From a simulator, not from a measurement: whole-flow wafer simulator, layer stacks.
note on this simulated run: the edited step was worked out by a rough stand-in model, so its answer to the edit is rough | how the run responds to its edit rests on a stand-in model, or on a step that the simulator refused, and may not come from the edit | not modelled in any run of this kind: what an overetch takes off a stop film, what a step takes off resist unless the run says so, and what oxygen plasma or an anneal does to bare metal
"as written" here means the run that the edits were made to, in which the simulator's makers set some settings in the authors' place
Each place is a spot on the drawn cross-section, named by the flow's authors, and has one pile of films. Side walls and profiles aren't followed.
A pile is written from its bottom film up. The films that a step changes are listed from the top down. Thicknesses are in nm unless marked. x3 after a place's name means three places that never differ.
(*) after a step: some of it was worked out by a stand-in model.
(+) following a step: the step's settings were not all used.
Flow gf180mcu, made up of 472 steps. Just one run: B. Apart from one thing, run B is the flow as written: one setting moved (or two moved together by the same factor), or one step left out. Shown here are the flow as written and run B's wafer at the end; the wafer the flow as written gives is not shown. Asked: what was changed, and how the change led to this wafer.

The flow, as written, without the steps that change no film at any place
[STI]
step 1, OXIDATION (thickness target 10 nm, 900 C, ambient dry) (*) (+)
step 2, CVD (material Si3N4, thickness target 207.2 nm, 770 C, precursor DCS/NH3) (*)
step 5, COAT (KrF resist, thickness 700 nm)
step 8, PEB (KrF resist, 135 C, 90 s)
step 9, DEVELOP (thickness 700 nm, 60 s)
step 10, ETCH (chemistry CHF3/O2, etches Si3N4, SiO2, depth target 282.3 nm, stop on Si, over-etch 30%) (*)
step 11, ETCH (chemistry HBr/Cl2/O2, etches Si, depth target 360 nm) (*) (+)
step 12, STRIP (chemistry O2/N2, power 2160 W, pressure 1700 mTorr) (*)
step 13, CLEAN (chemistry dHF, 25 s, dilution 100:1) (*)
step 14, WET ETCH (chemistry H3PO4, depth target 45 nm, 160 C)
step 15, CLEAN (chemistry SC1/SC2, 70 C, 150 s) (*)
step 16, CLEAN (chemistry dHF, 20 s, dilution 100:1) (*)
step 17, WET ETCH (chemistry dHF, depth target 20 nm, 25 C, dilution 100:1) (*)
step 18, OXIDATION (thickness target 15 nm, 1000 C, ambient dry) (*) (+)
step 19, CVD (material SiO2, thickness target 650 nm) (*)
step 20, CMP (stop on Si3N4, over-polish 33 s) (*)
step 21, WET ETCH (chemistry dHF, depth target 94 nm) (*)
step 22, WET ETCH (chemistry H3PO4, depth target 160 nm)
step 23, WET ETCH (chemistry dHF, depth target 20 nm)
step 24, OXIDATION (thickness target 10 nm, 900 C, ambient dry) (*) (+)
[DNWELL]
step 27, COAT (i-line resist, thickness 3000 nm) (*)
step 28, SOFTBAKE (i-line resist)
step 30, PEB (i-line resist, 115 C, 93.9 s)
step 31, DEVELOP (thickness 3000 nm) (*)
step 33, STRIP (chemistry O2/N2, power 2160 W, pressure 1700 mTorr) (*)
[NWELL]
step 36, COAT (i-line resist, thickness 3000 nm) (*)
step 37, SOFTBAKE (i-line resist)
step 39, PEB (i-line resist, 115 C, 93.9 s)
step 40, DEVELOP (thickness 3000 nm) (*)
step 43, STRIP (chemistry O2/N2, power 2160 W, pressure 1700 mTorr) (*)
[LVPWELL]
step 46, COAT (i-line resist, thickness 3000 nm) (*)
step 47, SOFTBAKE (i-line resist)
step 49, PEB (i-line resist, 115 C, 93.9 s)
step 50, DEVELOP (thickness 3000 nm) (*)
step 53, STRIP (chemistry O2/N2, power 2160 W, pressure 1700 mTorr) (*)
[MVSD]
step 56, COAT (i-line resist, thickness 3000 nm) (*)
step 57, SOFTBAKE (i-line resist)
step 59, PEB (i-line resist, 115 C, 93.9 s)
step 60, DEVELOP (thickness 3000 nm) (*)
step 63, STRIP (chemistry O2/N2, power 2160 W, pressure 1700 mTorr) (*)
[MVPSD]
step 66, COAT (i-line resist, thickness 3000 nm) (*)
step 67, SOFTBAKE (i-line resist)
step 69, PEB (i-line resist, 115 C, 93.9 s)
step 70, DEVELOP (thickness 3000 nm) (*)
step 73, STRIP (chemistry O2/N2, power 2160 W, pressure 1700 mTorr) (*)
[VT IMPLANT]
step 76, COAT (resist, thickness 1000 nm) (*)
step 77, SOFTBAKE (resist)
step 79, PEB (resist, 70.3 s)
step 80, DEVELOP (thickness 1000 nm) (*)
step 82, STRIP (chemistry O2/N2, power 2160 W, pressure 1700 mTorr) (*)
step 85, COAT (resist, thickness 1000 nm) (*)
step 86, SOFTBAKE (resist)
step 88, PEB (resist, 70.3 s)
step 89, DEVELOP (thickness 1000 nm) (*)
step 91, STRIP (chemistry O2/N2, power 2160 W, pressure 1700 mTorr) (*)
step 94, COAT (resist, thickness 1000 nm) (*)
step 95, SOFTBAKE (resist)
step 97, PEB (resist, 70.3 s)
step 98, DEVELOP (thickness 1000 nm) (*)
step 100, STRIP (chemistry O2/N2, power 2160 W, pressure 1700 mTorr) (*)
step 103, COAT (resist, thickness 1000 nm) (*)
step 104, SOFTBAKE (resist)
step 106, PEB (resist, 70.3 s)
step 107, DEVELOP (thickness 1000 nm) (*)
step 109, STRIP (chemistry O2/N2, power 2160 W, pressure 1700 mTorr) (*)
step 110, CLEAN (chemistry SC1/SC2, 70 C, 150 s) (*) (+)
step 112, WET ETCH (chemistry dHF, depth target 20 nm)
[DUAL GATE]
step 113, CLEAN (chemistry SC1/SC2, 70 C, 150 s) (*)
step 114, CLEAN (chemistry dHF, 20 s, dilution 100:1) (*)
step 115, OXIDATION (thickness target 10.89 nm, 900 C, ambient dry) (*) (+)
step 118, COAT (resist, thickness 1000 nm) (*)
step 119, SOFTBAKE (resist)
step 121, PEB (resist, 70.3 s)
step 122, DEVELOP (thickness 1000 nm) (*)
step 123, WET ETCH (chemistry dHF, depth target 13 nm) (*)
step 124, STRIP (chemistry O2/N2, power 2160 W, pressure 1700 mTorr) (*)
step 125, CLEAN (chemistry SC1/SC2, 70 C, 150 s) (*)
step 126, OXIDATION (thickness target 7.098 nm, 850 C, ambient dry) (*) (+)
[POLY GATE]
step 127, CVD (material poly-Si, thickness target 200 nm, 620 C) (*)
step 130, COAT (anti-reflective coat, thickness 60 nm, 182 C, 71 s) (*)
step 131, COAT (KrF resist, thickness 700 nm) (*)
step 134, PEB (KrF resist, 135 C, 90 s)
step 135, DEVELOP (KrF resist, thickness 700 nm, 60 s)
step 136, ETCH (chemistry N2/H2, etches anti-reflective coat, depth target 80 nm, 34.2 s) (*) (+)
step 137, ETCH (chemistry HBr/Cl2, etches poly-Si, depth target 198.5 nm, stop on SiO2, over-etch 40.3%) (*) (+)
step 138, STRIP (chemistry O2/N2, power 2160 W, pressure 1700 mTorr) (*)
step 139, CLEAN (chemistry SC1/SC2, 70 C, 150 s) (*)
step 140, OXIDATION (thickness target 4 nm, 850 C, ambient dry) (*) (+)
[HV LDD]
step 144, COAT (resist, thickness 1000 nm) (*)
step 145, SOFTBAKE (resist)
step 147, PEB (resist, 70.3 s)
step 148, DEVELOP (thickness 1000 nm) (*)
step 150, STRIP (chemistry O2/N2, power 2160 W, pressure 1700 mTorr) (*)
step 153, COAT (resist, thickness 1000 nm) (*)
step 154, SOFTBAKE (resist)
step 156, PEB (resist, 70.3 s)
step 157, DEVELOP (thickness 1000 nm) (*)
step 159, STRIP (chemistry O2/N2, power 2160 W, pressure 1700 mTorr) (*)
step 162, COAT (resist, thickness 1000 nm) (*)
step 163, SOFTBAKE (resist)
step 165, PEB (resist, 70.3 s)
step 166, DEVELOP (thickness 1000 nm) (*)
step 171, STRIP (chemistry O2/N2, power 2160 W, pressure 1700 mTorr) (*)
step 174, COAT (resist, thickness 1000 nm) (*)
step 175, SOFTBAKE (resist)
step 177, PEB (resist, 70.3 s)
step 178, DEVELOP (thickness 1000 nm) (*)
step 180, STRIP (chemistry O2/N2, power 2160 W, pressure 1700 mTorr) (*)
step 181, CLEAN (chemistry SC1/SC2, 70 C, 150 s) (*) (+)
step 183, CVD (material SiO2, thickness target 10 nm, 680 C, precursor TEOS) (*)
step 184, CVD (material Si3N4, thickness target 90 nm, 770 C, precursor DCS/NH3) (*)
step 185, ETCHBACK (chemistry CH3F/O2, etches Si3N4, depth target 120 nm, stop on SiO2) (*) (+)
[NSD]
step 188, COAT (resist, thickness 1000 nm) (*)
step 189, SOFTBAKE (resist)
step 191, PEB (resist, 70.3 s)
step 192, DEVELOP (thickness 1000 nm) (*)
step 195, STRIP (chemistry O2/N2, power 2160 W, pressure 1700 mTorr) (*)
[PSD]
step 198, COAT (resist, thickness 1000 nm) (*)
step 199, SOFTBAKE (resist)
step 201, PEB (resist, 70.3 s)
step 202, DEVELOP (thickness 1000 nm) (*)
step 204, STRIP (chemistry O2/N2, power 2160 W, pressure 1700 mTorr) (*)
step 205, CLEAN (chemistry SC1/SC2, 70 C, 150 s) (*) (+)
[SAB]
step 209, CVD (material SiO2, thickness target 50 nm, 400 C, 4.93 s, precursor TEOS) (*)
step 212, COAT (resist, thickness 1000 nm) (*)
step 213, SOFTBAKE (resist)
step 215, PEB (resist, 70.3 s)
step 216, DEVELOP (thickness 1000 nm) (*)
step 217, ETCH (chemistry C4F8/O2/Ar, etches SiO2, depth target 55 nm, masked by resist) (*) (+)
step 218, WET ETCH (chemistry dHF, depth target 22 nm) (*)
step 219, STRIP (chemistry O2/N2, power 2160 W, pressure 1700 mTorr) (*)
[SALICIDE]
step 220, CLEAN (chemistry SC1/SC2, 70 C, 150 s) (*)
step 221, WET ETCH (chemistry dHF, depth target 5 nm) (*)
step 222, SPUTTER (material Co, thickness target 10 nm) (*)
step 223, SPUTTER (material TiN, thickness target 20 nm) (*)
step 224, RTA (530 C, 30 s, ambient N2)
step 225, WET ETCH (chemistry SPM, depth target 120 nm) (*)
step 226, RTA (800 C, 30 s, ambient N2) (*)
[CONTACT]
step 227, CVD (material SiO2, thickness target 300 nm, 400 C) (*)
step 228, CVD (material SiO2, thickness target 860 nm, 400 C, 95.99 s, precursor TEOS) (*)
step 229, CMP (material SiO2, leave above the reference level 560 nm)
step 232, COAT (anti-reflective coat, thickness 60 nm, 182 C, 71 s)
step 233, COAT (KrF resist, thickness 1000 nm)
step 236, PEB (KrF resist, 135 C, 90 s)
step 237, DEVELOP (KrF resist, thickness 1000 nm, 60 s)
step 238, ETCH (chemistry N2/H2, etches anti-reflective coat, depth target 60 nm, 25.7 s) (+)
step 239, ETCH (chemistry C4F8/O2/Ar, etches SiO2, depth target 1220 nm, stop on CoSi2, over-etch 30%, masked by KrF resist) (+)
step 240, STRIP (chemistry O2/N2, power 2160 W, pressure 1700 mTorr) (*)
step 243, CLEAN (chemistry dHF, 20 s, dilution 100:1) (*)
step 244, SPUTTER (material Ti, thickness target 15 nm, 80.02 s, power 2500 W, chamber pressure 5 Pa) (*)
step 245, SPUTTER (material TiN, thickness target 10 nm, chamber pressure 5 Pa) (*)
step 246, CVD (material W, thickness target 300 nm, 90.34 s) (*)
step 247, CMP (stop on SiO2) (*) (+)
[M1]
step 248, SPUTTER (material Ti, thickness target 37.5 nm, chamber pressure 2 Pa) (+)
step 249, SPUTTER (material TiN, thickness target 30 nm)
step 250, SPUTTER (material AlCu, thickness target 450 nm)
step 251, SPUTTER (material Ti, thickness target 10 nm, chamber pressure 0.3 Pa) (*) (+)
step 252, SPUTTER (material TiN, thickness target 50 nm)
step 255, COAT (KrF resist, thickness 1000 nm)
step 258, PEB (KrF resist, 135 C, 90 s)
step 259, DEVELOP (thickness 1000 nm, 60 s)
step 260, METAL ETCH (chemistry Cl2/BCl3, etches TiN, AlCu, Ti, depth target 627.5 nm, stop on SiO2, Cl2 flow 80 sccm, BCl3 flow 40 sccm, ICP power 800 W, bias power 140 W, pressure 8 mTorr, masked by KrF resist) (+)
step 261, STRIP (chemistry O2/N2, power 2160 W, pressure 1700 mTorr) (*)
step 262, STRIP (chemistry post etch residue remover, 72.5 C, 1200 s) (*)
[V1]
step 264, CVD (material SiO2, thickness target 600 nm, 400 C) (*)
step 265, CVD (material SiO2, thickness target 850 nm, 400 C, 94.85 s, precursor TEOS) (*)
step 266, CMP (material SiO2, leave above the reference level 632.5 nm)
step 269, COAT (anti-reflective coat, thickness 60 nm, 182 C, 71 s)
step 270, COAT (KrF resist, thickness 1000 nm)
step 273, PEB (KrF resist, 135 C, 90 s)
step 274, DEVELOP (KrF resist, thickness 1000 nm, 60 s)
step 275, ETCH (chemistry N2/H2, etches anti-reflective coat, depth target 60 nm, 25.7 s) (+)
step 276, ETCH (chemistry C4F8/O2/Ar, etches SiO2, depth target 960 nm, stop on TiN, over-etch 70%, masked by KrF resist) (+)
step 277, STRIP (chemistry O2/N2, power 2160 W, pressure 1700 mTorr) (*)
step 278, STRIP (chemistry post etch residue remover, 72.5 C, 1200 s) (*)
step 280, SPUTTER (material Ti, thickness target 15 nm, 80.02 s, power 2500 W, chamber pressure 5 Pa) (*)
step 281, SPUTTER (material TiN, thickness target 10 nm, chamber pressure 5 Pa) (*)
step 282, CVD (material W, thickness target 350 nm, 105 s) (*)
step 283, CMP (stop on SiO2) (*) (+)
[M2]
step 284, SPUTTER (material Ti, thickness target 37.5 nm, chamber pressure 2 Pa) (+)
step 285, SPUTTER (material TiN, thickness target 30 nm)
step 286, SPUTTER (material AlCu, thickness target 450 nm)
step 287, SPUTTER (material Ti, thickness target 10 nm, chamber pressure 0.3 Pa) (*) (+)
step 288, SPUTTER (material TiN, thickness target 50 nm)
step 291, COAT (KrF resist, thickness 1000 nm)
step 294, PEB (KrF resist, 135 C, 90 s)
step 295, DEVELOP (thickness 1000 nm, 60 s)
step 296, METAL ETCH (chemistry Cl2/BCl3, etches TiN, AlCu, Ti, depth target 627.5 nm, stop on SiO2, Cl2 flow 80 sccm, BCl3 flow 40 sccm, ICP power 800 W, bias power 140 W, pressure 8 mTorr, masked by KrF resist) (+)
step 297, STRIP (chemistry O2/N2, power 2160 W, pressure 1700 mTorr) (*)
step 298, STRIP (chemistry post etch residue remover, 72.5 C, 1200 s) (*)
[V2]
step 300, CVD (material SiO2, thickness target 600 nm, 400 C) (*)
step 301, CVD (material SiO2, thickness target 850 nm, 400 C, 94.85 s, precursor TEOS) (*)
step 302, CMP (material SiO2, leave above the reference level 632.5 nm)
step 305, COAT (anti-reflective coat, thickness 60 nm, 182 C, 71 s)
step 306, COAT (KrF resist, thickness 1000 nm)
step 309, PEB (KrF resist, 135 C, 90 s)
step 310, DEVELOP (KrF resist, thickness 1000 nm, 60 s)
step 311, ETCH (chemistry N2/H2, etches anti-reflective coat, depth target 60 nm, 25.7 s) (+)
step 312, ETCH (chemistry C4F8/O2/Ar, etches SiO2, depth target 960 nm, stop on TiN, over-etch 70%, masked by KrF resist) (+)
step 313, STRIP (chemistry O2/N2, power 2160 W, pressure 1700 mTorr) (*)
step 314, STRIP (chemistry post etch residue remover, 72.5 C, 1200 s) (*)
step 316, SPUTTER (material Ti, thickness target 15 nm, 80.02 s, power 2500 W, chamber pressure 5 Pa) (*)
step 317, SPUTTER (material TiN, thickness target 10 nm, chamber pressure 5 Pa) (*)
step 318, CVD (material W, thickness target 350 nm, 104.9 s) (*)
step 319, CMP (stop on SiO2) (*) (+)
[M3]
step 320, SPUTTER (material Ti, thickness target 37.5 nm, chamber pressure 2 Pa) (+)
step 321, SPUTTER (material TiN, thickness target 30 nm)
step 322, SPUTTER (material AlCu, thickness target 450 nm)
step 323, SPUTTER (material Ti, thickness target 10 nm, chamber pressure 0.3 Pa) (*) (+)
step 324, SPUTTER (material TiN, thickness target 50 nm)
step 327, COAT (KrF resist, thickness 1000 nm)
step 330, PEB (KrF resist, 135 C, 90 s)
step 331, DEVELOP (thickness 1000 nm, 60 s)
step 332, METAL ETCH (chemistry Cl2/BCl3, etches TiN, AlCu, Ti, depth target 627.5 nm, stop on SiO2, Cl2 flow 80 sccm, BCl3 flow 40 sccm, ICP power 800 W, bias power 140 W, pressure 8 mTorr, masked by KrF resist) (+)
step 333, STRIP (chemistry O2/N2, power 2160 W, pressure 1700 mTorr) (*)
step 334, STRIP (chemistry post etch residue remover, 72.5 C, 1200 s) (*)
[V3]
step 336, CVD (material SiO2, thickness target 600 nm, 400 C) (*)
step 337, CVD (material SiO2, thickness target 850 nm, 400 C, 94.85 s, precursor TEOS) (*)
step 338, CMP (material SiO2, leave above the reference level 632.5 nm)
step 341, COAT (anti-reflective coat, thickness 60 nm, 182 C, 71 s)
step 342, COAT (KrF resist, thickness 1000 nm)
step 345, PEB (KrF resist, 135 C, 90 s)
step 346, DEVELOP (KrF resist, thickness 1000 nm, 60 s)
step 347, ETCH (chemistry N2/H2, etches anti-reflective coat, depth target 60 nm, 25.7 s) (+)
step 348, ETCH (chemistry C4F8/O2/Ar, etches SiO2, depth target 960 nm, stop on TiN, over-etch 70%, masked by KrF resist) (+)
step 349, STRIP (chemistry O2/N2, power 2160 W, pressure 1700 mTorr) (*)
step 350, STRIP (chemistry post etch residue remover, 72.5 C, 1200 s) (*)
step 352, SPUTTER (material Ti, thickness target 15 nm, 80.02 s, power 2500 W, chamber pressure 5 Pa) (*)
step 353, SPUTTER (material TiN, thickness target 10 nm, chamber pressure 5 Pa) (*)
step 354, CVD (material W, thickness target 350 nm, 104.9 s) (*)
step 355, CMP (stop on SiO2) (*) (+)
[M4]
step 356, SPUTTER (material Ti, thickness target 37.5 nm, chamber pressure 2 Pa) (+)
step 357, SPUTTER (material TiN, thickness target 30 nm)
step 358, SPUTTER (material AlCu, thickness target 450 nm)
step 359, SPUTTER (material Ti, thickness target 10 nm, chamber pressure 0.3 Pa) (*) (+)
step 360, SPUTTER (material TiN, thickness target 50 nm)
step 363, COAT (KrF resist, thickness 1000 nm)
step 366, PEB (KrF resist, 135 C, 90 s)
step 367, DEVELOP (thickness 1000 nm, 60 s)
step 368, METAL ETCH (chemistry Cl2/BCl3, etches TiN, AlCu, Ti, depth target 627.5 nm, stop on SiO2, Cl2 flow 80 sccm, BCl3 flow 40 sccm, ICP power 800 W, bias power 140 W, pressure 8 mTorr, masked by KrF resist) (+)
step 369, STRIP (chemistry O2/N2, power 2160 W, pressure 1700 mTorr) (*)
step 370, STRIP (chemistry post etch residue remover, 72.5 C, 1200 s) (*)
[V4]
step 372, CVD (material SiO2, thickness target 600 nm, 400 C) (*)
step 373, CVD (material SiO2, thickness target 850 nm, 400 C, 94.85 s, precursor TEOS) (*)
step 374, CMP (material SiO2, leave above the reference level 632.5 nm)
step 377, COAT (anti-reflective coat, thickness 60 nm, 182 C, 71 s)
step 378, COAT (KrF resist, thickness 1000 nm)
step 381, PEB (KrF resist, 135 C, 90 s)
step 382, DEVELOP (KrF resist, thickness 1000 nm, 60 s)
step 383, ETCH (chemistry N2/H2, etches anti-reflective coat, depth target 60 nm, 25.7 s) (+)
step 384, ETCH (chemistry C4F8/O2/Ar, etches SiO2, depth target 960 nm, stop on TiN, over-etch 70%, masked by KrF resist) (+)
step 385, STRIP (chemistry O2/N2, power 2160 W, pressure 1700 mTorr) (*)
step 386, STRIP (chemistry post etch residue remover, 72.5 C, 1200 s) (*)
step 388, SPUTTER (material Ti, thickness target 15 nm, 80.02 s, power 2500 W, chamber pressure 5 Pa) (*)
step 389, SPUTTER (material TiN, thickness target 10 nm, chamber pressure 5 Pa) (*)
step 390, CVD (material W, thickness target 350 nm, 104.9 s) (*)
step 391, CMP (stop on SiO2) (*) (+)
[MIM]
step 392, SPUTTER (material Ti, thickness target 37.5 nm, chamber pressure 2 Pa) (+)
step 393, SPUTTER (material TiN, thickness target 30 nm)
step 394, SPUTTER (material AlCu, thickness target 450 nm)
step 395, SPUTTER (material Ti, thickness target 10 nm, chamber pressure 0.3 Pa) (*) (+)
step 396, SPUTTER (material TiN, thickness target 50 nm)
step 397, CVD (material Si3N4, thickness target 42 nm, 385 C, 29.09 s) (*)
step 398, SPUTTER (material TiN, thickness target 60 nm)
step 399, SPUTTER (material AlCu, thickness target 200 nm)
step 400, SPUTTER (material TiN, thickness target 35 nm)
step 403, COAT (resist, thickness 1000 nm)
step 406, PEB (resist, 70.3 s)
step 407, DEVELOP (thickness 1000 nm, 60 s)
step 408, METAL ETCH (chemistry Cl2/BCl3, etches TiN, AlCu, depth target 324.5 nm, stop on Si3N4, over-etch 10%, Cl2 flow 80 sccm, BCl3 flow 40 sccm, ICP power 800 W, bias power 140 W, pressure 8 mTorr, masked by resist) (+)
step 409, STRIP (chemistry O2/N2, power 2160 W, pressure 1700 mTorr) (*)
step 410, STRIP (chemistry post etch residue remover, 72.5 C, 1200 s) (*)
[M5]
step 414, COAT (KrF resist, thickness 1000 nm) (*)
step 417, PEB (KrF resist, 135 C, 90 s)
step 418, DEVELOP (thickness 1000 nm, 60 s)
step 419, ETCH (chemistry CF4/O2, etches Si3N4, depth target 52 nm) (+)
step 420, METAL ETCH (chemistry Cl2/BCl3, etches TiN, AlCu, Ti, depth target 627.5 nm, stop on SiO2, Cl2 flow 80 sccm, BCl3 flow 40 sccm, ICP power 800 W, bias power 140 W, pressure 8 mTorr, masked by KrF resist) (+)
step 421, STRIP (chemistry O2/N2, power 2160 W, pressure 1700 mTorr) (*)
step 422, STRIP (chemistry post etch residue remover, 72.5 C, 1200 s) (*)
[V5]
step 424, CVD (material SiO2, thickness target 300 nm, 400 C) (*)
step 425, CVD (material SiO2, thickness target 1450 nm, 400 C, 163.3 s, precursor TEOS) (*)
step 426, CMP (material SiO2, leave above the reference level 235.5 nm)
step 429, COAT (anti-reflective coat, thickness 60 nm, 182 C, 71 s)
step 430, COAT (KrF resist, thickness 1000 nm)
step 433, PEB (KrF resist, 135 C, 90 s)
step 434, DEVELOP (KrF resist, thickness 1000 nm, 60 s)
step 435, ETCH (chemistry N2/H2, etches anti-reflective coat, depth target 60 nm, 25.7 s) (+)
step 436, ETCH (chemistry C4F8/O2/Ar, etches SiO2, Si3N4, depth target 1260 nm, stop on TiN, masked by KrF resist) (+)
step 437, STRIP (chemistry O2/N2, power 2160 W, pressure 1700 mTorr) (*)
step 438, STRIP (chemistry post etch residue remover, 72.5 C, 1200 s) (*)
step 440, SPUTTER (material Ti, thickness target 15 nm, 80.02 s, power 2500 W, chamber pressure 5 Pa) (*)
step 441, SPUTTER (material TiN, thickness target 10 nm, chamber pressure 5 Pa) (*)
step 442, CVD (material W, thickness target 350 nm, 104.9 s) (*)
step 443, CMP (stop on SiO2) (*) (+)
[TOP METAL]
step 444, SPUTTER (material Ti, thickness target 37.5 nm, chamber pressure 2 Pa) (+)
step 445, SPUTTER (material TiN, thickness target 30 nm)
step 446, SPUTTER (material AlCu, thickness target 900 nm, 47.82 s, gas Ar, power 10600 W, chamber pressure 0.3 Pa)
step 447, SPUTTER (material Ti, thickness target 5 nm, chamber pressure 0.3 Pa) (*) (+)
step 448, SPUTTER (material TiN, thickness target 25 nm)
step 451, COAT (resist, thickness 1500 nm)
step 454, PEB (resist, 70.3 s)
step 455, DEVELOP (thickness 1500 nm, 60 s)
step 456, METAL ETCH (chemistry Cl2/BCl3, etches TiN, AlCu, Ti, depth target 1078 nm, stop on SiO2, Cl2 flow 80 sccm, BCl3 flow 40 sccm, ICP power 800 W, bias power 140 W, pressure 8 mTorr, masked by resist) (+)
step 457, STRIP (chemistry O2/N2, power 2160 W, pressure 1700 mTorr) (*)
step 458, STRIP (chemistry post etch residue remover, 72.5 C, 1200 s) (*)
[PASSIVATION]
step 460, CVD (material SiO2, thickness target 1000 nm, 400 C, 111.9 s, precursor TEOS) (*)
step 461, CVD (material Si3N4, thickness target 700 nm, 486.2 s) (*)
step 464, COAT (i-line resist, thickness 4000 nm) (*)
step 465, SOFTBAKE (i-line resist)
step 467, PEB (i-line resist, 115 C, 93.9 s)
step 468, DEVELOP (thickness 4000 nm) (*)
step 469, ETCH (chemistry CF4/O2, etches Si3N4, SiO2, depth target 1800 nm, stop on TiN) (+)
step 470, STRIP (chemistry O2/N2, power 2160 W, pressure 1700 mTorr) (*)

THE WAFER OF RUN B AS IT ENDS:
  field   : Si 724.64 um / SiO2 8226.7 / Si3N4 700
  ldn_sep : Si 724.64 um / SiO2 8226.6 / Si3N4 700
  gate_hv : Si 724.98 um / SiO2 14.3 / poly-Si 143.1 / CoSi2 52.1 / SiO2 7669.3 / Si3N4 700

The reason: step 222, SPUTTER: thickness target 14.9 nm was run, whereas the flow has thickness target 10 nm.

The path from the change to this, step by step:
  step 222, SPUTTER (material Co, thickness target 10 nm) (*)
      field, field__w7, field__w8 and 72 more: Co gains 14.9 (new film) (as written it would have been: Co gains 10 (new film))
      field__w6, field_sub, field_sub__w2: Co gains 14.8 (new film) (as written it would have been: Co gains 9.95 (new film))
      (as well as at 33 more places)
  step 223, SPUTTER (material TiN, thickness target 20 nm) (*)
      field__w12: TiN gains 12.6 (new film) (as written it would have been: TiN gains 12 (new film))
  step 224, RTA (530 C, 30 s, ambient N2)
      gate, gate_hv, gate_p and 22 more: under 1 film: CoSi gains 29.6 (new film), Co loses 14.9 (all of it), poly-Si loses 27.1 (as written it would have been: under 1 film: CoSi gains 19.9 (new film), Co loses 10 (all of it), poly-Si loses 18.2)
      active, p_well, sd_n and 11 more: under 1 film: CoSi gains 29.6 (new film), Co loses 14.9 (all of it), Si loses 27 (as written it would have been: under 1 film: CoSi gains 19.9 (new film), Co loses 10 (all of it), Si loses 18.1)
      (as well as at 10 more places)
  step 225, WET ETCH (chemistry SPM, depth target 120 nm) (*)
      field, field__w7, field__w8 and 32 more: TiN loses 20 (all of it), Co loses 14.9 (all of it) (as written it would have been: TiN loses 20 (all of it), Co loses 10 (all of it))
      field__w9, nw_enc_fld_lv__w3: TiN loses 19.1 (all of it), Co loses 14.3 (all of it) (as written it would have been: TiN loses 19.1 (all of it), Co loses 9.6 (all of it))
      (as well as at 25 more places)
  step 226, RTA (800 C, 30 s, ambient N2) (*)
      gate, gate_hv, gate_p and 22 more: CoSi2 gains 52.1 (new film), CoSi loses 29.6 (all of it), poly-Si loses 27.1 (as written it would have been: CoSi2 gains 35 (new film), CoSi loses 19.9 (all of it), poly-Si loses 18.2)
      active, p_well, sd_n and 11 more: CoSi2 gains 52.1 (new film), CoSi loses 29.6 (all of it), Si loses 27 (as written it would have been: CoSi2 gains 35 (new film), CoSi loses 19.9 (all of it), Si loses 18.1)
      (as well as at 10 more places)
